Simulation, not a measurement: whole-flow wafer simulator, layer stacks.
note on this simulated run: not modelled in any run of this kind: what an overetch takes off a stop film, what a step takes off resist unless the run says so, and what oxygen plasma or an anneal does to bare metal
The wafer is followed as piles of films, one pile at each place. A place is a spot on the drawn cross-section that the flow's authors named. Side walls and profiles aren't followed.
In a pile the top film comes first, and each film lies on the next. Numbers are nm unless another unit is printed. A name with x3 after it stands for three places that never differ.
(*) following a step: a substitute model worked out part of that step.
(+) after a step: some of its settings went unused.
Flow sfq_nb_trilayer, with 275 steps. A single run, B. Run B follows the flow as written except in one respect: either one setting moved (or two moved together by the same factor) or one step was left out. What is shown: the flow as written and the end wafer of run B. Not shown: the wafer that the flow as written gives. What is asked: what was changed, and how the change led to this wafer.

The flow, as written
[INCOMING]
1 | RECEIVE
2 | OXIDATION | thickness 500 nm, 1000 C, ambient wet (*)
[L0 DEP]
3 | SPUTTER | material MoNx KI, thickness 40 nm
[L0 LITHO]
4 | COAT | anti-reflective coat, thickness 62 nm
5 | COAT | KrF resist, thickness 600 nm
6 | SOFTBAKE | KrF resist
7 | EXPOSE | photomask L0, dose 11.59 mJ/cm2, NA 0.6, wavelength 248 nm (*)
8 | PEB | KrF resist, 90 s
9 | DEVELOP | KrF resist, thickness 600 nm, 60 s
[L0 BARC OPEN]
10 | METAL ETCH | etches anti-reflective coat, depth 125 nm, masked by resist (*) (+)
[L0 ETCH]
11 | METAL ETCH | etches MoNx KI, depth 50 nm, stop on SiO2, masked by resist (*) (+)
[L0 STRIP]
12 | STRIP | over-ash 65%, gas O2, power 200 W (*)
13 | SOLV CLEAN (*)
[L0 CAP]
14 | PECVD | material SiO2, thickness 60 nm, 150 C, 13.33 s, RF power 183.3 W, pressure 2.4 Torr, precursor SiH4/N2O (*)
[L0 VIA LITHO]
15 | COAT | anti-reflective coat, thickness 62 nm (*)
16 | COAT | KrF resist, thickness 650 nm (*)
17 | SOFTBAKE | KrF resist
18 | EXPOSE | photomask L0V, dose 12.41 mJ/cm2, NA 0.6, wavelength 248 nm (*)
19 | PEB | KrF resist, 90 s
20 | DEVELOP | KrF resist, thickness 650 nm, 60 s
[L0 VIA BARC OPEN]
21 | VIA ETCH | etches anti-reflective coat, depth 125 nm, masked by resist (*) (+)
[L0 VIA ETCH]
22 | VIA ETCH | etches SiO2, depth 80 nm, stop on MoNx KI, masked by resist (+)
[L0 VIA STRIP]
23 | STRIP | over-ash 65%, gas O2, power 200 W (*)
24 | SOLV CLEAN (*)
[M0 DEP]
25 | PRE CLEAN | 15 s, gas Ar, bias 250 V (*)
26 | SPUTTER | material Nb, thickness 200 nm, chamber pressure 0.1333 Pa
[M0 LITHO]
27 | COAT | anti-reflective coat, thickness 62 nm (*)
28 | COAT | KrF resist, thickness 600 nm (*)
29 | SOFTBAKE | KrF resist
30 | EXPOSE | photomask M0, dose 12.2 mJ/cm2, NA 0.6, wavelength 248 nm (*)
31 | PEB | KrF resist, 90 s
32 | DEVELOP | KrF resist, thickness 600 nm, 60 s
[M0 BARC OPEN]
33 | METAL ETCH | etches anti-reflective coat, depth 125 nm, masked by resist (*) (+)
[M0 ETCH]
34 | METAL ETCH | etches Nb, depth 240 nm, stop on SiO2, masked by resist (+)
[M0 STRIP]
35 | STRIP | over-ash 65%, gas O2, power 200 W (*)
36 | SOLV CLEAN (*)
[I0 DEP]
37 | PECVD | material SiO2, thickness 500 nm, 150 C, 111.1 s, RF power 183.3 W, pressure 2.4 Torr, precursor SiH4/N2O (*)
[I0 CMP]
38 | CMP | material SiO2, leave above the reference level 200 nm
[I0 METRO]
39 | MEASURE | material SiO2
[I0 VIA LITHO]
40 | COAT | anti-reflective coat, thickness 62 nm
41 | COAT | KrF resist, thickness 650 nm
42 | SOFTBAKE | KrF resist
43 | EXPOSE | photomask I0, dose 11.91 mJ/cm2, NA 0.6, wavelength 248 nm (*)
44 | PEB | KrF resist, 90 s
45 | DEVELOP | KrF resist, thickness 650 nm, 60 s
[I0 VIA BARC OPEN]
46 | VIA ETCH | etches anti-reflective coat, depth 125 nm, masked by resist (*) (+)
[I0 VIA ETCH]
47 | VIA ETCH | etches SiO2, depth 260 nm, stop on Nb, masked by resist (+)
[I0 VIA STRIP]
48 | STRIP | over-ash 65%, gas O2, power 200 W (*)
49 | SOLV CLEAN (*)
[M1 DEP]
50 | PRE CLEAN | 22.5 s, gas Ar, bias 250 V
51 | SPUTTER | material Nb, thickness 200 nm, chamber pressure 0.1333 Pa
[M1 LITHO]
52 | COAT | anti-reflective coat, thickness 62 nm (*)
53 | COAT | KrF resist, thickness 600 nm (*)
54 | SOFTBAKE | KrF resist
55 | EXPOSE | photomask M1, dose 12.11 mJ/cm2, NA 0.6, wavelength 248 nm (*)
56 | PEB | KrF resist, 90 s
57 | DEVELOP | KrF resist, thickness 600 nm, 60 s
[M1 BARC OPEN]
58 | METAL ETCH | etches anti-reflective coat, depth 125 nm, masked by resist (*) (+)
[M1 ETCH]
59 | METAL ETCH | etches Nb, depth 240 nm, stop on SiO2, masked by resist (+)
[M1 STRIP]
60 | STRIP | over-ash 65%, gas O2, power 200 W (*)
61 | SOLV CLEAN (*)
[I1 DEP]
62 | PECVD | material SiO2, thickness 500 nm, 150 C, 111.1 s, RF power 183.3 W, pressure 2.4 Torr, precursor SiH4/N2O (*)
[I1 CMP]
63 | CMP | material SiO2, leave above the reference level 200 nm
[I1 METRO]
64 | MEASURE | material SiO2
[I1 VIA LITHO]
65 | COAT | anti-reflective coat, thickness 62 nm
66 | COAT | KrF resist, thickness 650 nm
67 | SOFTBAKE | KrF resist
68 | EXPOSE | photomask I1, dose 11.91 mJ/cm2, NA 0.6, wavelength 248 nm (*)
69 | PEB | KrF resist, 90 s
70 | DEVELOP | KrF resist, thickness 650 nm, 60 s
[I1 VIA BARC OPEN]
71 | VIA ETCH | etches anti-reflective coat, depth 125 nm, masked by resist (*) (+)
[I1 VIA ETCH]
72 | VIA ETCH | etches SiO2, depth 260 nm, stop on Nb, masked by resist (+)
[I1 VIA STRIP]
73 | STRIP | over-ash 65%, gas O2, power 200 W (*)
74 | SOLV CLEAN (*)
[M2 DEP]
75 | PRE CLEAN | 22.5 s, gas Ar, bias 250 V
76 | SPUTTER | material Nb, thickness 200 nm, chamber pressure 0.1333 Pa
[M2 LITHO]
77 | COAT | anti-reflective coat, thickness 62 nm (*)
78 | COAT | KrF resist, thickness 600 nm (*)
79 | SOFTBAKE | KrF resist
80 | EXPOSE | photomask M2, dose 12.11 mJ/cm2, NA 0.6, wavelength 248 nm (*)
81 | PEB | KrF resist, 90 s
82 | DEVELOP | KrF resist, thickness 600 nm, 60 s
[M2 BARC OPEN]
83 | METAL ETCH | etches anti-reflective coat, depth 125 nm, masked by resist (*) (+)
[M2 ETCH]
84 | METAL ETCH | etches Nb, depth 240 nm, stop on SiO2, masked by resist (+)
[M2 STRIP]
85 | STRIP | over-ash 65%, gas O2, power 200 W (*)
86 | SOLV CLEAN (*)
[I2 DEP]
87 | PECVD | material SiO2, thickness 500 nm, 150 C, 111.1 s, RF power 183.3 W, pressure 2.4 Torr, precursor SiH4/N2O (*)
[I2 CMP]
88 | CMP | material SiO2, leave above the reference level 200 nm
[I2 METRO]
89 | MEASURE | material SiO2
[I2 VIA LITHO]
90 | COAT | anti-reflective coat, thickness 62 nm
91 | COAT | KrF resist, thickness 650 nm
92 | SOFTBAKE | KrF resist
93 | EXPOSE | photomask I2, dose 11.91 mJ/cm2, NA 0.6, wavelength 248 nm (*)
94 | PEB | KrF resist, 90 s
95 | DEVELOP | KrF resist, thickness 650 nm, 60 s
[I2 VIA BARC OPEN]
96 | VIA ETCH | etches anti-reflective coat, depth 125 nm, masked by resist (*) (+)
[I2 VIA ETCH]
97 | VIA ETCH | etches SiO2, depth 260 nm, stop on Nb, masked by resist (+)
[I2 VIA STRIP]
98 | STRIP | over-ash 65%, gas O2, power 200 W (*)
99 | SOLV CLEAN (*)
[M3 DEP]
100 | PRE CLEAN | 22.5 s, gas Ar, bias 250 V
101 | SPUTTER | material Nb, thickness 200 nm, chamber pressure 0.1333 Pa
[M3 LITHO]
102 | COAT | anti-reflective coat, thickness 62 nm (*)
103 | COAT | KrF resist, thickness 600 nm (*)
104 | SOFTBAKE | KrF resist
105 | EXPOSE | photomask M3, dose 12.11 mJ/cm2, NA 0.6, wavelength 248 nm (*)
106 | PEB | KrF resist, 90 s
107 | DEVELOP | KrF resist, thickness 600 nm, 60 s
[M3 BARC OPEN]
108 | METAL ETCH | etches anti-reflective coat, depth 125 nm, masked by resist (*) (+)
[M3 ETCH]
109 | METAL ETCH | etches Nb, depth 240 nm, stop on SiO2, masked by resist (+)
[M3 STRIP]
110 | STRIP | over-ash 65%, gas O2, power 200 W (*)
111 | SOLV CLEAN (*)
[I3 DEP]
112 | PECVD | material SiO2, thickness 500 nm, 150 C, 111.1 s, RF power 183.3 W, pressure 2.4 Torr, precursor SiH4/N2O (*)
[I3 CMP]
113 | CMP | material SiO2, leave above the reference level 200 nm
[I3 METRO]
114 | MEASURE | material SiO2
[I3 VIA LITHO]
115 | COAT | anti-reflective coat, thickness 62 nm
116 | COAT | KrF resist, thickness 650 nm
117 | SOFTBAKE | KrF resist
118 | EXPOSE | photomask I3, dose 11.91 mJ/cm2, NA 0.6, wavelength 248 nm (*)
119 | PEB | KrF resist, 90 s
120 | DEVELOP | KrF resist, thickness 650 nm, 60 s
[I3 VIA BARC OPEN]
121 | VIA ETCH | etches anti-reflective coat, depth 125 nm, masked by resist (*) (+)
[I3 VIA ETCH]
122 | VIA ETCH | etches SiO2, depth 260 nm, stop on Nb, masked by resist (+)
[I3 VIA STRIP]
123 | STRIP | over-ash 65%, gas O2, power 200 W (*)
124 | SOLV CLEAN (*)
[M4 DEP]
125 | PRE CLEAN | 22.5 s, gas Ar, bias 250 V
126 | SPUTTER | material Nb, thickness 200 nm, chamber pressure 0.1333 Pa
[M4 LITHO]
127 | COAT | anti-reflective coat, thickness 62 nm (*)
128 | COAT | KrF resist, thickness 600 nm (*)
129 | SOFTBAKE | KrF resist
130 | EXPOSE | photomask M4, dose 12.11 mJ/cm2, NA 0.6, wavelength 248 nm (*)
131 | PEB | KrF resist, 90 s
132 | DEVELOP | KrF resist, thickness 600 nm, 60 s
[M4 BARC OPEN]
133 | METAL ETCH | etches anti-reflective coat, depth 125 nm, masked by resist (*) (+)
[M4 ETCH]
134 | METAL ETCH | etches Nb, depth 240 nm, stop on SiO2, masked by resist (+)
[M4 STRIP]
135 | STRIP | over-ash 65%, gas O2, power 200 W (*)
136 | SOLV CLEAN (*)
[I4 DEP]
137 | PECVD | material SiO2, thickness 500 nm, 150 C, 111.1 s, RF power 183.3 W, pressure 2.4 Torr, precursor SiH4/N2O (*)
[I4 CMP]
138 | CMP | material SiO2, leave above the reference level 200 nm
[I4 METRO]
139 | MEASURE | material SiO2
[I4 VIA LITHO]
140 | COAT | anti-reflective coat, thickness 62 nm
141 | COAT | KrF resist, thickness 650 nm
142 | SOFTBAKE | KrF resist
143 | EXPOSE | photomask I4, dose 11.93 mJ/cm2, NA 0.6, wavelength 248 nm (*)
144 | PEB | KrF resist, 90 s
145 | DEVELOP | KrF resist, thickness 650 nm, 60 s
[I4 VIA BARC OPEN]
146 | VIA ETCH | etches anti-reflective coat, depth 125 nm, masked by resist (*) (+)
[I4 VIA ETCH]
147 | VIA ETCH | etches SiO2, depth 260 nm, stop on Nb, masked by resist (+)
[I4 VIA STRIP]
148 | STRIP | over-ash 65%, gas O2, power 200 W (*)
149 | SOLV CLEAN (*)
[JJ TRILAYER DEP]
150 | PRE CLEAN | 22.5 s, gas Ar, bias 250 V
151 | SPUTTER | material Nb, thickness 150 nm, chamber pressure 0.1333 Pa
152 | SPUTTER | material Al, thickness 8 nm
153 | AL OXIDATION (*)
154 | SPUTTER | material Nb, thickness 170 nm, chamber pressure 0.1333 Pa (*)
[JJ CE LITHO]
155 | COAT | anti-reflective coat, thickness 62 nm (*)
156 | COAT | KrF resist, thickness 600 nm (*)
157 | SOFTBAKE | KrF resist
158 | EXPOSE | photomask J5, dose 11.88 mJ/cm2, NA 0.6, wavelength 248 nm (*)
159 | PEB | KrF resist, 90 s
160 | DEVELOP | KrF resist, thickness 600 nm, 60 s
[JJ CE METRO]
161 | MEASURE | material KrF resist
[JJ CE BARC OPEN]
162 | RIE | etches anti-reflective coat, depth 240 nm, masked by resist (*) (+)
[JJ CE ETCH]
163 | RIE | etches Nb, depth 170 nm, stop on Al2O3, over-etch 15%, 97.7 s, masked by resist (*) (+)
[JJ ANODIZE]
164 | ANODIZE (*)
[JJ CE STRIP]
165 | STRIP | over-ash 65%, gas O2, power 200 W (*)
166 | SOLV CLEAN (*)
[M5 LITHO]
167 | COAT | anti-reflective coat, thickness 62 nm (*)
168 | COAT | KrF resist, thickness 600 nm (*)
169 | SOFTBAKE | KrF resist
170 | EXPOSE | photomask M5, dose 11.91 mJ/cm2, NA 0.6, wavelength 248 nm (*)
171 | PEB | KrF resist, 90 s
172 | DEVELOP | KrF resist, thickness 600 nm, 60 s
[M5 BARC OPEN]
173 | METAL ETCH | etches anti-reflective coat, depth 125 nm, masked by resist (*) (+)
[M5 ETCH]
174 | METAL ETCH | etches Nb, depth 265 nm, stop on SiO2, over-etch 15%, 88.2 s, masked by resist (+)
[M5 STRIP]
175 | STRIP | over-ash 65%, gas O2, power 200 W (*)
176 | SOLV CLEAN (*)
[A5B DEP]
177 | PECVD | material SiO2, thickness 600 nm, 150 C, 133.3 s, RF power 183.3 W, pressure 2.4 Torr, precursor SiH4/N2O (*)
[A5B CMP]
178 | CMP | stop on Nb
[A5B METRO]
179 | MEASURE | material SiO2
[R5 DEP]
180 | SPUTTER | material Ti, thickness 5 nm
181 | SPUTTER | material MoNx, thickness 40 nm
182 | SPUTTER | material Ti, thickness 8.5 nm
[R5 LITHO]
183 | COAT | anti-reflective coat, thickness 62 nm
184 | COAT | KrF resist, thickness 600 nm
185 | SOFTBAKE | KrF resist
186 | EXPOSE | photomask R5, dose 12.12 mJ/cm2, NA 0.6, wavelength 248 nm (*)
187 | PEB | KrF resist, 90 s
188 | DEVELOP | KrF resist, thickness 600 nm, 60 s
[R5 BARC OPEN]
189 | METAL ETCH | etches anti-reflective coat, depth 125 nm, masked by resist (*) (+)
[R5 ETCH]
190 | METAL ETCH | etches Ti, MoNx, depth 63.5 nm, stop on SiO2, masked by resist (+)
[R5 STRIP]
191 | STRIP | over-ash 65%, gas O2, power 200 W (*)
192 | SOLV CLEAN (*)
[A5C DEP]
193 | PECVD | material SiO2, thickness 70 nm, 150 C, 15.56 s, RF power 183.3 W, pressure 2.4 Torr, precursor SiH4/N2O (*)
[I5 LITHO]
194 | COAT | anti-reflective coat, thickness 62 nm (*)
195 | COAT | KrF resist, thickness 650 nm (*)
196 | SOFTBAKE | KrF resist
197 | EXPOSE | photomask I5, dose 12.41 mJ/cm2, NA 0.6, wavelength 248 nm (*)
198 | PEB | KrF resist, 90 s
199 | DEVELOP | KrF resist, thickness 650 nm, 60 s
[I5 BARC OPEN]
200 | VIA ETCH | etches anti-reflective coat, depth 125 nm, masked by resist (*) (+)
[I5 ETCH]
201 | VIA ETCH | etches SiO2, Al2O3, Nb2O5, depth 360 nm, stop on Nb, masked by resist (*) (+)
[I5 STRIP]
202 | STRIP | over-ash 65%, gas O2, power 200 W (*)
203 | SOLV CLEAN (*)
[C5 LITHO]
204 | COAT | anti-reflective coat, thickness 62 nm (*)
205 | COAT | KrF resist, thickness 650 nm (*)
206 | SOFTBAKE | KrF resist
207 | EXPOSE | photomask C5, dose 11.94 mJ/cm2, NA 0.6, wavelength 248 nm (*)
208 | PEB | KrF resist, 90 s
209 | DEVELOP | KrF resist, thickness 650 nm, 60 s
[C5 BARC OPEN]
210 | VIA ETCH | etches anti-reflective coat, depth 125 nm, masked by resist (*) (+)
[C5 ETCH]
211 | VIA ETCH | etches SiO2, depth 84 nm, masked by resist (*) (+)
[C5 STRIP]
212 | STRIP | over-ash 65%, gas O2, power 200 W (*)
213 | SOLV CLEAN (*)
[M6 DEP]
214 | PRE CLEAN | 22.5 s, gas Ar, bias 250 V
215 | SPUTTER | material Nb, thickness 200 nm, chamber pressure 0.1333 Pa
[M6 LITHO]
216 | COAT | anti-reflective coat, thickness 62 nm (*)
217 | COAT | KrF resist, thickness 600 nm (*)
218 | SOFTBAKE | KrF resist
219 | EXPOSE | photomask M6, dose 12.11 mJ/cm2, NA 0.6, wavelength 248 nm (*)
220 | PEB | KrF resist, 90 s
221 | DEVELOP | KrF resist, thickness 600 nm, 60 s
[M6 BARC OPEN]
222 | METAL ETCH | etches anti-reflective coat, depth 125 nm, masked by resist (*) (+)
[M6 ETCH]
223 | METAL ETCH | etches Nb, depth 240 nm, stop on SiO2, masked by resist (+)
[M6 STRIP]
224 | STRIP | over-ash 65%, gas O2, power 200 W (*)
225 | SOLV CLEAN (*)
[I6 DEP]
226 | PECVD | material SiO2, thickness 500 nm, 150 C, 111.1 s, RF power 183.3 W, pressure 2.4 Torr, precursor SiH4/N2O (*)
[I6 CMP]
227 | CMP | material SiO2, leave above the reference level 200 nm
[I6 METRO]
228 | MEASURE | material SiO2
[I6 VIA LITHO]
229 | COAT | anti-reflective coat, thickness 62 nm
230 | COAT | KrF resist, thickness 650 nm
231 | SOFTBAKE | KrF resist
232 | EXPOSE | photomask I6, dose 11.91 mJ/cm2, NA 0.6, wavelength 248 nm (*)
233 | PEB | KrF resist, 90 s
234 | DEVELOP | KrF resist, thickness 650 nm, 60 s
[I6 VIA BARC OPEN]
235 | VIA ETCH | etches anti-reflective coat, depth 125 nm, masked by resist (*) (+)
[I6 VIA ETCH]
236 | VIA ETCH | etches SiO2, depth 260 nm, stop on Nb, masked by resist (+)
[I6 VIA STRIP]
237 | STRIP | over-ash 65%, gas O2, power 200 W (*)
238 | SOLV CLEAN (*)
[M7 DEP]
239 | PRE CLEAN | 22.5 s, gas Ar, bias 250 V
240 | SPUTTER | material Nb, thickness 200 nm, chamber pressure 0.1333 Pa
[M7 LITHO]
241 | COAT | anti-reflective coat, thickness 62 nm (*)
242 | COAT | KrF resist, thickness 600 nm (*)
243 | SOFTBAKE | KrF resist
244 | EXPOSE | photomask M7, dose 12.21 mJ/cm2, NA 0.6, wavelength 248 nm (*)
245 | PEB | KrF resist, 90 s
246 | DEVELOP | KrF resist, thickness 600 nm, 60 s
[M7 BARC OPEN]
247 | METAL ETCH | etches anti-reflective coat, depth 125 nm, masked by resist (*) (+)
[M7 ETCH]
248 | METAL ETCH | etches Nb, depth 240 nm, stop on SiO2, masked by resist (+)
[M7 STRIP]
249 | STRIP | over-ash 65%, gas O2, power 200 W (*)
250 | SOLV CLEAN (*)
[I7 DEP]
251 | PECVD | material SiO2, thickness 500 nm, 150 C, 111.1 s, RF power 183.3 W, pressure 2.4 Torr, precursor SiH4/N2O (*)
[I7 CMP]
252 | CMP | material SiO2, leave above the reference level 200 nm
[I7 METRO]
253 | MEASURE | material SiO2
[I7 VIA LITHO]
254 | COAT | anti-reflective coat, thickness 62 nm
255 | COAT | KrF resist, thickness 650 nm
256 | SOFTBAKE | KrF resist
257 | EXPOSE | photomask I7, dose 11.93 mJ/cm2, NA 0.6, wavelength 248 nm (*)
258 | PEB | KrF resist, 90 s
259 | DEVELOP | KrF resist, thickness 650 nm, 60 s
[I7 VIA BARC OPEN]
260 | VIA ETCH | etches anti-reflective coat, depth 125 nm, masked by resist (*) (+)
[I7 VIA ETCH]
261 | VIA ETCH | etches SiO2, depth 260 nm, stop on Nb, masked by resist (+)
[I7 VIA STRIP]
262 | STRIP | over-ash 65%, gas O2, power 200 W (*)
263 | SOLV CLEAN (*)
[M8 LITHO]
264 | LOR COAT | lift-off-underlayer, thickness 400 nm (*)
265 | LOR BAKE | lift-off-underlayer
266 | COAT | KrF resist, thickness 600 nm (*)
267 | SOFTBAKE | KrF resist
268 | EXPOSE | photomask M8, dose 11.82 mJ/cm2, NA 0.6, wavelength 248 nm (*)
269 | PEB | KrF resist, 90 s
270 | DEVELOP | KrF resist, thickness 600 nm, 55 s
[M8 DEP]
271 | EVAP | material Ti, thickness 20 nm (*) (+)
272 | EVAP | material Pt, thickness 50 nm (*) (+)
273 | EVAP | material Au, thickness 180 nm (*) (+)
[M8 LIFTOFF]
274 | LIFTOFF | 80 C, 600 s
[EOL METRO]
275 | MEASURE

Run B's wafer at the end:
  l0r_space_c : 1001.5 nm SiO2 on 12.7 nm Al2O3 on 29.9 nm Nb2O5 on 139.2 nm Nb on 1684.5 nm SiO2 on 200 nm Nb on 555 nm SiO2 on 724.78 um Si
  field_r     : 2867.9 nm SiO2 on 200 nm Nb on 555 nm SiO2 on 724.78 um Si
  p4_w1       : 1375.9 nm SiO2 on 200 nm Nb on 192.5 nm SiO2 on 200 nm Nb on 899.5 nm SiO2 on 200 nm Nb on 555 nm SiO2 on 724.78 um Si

Cause: step 88, CMP: leave above the reference level 122 nm was run, whereas the flow has leave above the reference level 200 nm.

How this came from the change, step by step:
  88 | CMP | material SiO2, leave above the reference level 200 nm
      field_l, be, be_sur and 81 more: SiO2 loses 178 (it would be, as written: SiO2 loses 100)
      v_sur, via_wl, via_w and 18 more: SiO2 loses 378 (it would be, as written: SiO2 loses 300)
      (as well as at 1 more place)
  97 | VIA ETCH | etches SiO2, depth 260 nm, stop on Nb, masked by resist (+)
      field_l, v_sur, via_wl and 102 more: KrF resist loses 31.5 (it would be, as written: KrF resist loses 44.8)
      via_w: SiO2 loses 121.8 (all of it) (it would be, as written: SiO2 loses 199.8 (all of it))
  98 | STRIP | over-ash 65%, gas O2, power 200 W (*)
      field_l, v_sur, via_wl and 102 more: KrF resist loses 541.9 (all of it), anti-reflective coat loses 62 (all of it) (it would be, as written: KrF resist loses 528.6 (all of it), anti-reflective coat loses 62 (all of it))
  101 | SPUTTER | material Nb, thickness 200 nm, chamber pressure 0.1333 Pa
      via_w: Nb gains 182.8 (it would be, as written: Nb gains 165.5)
  102 | COAT | anti-reflective coat, thickness 62 nm (*)
      via_wl: anti-reflective coat gains 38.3 (new film) (it would be, as written: anti-reflective coat gains 34.2 (new film))
      via_w: anti-reflective coat gains 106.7 (new film) (it would be, as written: anti-reflective coat gains 124.8 (new film))
      (as well as at 1 more place)
  103 | COAT | KrF resist, thickness 600 nm (*)
      via_w: KrF resist gains 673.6 (new film) (it would be, as written: KrF resist gains 737.9 (new film))
  110 | STRIP | over-ash 65%, gas O2, power 200 W (*)
      via_wl: KrF resist loses 390 (all of it), anti-reflective coat loses 38.3 (all of it) (it would be, as written: KrF resist loses 384.2 (all of it), anti-reflective coat loses 34.2 (all of it))
      via_w: KrF resist loses 455.8 (all of it), anti-reflective coat loses 106.7 (all of it) (it would be, as written: KrF resist loses 520 (all of it), anti-reflective coat loses 124.8 (all of it))
      (as well as at 1 more place)
  112 | PECVD | material SiO2, thickness 500 nm, 150 C, 111.1 s, RF power 183.3 W, pressure 2.4 Torr, precursor SiH4/N2O (*)
      via_w: SiO2 gains 500 (new film) (it would be, as written: SiO2 gains 615 (new film))
  113 | CMP | material SiO2, leave above the reference level 200 nm
      via_w: SiO2 loses 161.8 (it would be, as written: SiO2 loses 181.6)
